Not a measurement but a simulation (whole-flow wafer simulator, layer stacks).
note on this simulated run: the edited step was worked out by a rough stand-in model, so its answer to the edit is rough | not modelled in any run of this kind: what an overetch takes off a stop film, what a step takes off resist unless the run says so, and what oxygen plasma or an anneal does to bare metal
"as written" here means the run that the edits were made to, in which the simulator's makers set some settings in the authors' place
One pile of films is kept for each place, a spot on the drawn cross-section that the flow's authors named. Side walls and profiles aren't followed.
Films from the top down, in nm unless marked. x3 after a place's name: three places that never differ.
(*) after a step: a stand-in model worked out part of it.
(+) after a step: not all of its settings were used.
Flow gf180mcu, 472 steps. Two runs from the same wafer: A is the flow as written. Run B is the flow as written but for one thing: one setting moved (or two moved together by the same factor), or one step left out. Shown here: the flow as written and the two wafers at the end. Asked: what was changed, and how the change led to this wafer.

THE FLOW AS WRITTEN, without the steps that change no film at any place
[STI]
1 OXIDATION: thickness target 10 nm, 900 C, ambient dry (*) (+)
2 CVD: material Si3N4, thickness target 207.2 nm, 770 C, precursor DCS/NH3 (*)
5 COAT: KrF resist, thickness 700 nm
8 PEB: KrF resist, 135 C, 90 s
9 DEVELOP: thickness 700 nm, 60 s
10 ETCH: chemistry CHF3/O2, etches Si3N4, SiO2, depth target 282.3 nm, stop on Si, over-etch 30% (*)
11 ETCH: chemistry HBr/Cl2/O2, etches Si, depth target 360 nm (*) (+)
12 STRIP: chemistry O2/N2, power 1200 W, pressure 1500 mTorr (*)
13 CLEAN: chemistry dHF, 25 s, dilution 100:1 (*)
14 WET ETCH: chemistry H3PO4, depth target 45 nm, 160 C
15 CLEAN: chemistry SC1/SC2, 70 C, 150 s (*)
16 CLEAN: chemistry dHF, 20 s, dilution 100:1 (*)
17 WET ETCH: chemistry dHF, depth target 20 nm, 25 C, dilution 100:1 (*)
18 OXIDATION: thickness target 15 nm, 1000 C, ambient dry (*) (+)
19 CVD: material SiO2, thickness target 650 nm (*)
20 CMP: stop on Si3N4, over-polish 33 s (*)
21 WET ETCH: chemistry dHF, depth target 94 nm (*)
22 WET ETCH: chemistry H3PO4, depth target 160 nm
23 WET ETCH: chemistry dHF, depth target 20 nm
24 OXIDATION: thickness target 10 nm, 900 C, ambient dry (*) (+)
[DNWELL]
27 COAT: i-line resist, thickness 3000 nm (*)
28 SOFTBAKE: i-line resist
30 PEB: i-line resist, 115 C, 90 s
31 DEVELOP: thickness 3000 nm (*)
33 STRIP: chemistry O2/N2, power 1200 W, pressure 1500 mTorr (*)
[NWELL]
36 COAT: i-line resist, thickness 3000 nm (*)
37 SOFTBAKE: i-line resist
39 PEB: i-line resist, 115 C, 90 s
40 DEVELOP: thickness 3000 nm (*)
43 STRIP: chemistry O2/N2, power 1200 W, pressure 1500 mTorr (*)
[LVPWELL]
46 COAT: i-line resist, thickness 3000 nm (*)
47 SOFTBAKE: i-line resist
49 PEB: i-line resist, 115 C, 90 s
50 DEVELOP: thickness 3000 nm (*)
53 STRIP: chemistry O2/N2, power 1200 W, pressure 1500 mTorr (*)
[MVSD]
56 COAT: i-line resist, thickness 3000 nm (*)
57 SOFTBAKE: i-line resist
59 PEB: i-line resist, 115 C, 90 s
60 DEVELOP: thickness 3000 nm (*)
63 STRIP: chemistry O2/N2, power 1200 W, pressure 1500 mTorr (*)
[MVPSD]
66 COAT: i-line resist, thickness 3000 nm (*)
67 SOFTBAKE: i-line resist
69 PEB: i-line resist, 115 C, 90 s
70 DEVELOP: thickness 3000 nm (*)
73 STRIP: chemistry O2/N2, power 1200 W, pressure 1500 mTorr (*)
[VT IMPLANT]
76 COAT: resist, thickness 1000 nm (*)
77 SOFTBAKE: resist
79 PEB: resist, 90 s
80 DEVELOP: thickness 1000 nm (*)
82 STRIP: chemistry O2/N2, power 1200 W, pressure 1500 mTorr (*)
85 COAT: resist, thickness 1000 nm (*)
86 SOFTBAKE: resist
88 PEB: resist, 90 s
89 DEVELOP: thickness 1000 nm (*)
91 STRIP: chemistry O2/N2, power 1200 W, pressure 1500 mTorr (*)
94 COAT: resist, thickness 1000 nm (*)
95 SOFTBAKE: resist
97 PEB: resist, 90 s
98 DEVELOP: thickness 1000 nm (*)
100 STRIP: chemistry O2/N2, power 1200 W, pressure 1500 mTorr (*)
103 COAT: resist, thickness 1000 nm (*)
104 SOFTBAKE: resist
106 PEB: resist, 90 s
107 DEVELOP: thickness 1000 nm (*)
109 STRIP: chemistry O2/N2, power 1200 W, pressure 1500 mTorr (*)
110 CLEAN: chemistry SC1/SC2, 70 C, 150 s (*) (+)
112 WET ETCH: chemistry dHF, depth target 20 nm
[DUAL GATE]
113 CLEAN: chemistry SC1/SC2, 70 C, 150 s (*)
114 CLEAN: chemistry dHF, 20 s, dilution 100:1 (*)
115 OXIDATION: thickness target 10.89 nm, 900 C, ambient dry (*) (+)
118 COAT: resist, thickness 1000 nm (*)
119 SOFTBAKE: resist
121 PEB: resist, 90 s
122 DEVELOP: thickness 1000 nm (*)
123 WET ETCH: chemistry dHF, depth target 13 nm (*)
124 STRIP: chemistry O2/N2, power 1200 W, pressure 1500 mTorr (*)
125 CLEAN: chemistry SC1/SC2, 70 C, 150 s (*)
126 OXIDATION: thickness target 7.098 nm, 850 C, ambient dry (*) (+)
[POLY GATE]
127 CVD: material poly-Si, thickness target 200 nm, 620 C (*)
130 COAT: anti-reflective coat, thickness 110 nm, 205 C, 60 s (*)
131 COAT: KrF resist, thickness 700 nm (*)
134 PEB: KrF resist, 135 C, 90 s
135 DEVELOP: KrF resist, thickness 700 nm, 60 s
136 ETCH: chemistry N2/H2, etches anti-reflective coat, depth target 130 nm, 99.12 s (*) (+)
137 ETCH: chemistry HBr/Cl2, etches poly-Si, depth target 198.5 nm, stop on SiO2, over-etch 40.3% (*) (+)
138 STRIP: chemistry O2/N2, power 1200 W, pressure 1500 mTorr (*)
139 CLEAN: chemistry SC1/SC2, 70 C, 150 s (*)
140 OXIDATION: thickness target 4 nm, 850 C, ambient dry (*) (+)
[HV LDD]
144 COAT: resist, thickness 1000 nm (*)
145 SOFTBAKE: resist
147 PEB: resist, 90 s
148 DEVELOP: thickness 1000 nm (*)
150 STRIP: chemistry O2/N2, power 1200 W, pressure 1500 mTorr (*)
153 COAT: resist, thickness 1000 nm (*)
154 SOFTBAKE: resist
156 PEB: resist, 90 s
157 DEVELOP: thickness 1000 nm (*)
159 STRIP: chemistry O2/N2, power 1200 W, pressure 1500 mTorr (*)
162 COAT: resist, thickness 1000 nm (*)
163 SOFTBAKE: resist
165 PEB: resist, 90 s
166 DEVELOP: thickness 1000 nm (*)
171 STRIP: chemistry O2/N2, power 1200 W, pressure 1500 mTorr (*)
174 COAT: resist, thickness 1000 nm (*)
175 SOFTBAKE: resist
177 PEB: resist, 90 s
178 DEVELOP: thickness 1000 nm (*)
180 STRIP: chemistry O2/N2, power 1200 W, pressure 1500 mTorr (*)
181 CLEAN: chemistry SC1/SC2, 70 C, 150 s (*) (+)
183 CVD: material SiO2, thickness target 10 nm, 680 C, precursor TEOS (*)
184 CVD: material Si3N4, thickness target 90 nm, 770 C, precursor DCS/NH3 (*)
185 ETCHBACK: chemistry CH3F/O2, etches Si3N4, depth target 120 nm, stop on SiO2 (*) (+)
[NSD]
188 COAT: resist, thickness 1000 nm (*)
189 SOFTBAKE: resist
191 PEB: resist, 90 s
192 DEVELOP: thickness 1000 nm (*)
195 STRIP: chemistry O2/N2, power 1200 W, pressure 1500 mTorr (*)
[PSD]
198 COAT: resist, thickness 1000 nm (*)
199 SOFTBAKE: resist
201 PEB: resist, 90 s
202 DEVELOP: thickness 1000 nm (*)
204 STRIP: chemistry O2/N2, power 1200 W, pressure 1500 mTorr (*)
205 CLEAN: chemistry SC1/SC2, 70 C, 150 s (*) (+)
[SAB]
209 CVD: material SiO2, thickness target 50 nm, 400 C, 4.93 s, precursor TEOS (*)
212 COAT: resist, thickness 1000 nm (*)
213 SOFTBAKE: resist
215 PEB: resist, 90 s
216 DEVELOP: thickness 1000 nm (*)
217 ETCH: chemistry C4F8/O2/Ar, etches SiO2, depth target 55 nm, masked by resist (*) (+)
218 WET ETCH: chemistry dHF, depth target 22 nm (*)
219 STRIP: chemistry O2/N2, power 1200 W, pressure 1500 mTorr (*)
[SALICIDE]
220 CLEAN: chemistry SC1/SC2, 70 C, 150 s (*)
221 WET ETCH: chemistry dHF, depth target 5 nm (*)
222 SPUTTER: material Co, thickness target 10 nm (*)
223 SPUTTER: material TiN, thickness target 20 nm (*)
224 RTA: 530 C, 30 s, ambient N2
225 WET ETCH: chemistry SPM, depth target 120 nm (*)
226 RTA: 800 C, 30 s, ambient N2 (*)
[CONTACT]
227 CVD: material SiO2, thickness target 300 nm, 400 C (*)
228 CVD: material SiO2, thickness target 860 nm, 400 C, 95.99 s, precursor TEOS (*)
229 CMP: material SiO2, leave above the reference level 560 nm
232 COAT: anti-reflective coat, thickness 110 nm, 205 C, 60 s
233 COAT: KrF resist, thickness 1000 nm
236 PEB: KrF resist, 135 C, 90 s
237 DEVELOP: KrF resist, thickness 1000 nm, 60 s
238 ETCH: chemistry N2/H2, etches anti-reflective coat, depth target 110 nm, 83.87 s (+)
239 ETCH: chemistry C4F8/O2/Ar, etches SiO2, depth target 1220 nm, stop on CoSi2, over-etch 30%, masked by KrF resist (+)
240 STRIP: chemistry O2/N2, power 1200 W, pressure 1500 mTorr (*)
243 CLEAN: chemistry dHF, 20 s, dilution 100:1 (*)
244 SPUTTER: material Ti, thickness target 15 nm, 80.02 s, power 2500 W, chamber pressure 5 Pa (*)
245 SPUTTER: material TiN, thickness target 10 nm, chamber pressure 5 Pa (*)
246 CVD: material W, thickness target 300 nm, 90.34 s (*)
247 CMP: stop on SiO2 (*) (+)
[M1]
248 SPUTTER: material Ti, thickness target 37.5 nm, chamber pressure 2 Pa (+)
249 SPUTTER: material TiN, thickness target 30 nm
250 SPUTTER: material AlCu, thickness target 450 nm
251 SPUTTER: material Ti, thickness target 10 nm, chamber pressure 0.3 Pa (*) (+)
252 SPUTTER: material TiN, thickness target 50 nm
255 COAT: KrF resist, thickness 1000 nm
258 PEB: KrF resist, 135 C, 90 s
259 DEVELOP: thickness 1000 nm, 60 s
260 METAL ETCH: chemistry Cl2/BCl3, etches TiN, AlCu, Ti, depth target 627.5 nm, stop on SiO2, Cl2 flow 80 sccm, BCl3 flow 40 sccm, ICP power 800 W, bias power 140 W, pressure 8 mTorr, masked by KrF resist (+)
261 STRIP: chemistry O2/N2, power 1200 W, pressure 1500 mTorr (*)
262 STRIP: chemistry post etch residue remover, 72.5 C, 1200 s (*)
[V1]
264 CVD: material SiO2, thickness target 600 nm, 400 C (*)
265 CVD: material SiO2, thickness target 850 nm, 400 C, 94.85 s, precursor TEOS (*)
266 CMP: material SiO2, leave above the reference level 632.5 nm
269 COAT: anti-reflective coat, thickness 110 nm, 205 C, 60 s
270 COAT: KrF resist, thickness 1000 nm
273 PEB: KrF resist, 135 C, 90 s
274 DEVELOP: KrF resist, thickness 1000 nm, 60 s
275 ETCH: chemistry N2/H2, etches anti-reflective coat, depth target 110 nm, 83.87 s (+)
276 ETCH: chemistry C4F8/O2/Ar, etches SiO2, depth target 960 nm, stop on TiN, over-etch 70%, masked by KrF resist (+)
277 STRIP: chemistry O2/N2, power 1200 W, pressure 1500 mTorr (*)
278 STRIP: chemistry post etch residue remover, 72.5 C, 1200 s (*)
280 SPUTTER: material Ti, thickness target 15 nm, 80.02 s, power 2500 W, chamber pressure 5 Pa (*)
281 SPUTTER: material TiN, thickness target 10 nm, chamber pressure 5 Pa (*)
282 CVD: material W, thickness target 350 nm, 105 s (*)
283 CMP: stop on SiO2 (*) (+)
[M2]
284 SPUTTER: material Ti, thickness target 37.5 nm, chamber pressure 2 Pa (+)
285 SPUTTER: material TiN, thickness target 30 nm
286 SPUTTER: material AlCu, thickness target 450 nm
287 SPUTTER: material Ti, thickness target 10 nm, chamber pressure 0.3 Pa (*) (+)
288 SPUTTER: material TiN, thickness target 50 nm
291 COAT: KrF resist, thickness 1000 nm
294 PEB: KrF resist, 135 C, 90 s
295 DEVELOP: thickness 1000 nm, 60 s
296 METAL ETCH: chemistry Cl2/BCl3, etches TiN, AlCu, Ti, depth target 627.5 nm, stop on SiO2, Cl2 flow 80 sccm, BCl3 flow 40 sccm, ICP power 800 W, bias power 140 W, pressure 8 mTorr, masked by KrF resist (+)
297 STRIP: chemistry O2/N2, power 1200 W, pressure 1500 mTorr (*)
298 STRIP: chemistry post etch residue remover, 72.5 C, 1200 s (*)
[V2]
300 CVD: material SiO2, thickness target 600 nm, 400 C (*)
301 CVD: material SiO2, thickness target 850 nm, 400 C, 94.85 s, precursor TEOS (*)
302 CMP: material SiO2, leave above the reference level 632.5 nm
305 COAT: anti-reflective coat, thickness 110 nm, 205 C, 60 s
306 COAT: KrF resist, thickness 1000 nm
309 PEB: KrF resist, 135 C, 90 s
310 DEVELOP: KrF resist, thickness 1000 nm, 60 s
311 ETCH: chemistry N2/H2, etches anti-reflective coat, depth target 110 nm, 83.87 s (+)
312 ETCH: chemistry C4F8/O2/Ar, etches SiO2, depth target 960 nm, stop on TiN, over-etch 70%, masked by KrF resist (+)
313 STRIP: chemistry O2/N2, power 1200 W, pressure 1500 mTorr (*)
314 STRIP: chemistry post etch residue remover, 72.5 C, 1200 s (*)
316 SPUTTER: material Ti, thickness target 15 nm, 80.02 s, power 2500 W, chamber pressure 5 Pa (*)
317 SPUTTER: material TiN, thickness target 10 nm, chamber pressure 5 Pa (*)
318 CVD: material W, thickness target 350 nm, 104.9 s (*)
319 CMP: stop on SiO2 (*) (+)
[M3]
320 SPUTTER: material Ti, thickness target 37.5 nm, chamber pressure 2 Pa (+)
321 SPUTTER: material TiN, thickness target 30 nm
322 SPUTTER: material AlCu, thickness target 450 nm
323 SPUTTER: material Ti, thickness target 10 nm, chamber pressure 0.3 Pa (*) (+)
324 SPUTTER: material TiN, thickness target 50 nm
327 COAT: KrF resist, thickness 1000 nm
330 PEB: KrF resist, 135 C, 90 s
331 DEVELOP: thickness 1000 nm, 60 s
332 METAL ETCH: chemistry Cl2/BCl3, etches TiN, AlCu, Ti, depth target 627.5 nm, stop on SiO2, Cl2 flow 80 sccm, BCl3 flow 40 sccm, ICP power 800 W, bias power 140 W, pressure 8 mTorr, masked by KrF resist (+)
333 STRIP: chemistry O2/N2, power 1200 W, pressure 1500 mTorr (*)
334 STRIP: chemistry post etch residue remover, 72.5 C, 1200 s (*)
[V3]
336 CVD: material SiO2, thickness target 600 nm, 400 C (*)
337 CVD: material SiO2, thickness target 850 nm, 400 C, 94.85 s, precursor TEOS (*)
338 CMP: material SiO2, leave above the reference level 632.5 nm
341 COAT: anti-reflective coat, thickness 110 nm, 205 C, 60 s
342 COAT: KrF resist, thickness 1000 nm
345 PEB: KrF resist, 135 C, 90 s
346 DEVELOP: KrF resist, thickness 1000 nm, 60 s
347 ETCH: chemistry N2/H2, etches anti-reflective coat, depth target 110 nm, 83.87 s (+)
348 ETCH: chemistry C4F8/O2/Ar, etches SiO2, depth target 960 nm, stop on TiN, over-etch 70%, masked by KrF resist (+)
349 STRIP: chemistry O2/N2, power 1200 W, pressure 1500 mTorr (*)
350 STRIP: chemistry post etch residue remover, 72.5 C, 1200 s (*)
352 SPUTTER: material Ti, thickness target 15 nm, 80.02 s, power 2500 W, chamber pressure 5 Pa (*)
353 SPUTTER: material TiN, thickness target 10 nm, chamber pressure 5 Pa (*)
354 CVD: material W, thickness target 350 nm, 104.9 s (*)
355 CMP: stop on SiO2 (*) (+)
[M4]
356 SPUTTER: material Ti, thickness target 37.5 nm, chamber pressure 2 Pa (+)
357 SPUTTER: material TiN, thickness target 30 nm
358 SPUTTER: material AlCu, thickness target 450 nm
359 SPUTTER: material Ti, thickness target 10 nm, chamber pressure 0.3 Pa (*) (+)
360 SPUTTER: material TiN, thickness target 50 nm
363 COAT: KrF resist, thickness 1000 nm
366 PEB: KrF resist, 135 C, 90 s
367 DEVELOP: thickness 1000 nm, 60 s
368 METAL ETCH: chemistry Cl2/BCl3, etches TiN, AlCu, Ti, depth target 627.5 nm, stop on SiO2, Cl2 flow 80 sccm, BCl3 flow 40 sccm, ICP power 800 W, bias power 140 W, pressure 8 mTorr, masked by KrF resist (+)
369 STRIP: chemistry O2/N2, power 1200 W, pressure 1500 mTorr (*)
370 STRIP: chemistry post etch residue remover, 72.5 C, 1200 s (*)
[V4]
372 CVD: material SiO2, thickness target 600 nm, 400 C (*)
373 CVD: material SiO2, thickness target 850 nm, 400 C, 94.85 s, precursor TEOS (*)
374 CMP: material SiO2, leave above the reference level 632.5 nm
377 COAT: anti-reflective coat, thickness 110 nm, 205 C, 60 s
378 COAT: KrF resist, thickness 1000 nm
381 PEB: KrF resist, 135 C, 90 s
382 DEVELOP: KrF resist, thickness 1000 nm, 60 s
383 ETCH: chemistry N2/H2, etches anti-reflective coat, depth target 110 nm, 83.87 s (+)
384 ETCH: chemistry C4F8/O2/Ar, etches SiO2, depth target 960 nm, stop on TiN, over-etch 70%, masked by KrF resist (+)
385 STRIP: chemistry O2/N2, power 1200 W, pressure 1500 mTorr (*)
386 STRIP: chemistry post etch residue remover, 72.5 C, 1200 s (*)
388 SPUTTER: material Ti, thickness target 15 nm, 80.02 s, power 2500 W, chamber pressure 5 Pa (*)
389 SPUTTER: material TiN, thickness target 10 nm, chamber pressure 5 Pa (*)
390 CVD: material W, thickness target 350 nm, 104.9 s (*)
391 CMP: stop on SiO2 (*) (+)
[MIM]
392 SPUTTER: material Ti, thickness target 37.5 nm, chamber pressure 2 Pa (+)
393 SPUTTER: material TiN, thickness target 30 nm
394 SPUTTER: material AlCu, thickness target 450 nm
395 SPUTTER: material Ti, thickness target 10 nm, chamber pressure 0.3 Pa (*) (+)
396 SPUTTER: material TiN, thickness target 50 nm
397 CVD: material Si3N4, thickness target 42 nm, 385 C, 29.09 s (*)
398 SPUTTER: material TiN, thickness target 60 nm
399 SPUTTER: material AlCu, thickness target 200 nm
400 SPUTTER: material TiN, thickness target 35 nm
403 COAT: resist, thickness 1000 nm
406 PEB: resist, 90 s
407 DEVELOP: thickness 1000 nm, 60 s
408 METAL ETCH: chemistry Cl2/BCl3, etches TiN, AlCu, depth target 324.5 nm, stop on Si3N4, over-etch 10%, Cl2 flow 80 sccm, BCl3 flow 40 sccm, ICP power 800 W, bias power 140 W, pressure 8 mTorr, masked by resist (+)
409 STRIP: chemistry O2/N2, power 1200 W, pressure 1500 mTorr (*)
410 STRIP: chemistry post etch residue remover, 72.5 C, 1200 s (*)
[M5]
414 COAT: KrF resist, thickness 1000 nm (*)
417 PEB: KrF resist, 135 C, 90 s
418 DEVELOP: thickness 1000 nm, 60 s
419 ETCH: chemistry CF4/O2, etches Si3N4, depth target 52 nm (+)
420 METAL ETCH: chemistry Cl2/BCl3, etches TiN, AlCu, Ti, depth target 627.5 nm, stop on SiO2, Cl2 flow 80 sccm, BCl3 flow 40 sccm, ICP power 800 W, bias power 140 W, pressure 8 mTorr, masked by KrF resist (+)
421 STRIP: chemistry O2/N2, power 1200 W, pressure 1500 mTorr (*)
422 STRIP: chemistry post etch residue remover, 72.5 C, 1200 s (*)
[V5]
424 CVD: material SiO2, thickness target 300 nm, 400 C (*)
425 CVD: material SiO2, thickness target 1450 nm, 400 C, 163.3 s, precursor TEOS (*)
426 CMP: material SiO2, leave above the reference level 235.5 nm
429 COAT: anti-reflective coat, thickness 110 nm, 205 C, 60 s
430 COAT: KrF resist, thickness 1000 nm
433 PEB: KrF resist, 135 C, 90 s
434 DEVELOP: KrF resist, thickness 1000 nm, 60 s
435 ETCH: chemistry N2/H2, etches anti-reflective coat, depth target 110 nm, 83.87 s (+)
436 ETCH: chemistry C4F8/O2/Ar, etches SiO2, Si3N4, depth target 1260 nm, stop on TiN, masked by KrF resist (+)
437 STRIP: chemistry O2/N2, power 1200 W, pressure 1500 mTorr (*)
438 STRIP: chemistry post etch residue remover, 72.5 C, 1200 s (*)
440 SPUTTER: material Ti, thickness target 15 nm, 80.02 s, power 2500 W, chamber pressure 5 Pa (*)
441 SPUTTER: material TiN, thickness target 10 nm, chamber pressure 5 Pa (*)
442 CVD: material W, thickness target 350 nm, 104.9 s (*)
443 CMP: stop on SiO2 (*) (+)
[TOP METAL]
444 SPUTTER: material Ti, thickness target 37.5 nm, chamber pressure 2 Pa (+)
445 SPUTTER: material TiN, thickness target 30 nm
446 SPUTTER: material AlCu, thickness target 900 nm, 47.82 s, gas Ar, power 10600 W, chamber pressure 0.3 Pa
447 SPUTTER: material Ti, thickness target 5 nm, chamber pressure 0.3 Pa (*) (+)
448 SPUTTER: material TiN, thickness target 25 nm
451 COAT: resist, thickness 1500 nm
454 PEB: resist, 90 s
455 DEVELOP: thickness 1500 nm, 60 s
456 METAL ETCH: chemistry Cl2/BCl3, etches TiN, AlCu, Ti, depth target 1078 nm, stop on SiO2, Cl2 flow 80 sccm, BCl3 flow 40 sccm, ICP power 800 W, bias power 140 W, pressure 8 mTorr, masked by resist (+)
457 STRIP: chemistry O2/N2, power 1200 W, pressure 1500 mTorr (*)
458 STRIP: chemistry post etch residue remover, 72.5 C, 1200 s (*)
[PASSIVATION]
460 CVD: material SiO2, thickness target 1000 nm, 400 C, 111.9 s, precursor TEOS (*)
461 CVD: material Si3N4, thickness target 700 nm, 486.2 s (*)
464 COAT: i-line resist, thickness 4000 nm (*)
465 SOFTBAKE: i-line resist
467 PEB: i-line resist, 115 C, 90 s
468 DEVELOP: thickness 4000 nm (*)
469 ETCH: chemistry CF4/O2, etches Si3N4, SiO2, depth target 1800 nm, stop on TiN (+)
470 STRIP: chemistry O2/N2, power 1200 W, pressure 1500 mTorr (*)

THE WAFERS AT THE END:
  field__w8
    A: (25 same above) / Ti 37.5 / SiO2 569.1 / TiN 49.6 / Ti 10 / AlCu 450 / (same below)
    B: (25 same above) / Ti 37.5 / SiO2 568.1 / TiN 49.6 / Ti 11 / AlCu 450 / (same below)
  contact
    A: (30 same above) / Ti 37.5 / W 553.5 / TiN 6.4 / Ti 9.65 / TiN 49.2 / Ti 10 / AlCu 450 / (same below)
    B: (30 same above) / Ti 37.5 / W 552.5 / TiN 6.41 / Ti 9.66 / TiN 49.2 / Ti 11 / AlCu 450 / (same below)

The cause: step 287, SPUTTER: thickness target 11 nm was run, where the flow has thickness target 10 nm.
It can be read off the wafer: field__w8 has Ti 11, and step 287 as written asks for 10 nm.

How the change led to this, step by step:
  287 SPUTTER: material Ti, thickness target 10 nm, chamber pressure 0.3 Pa (*) (+)
      field, field__w1, field__w2 and 108 more: A Ti +10 (new film) | B Ti +11 (new film)
  296 METAL ETCH: chemistry Cl2/BCl3, etches TiN, AlCu, Ti, depth target 627.5 nm, stop on SiO2, Cl2 flow 80 sccm, BCl3 flow 40 sccm, ICP power 800 W, bias power 140 W, pressure 8 mTorr, masked by KrF resist (+)
      field, field__w1, field__w2 and 103 more: A TiN -50 (all of it), Ti -10 (all of it), AlCu -450 (all of it), TiN -30 (all of it), Ti -37.5 (all of it) | B TiN -50 (all of it), Ti -11 (all of it), AlCu -450 (all of it), TiN -30 (all of it), Ti -37.5 (all of it)
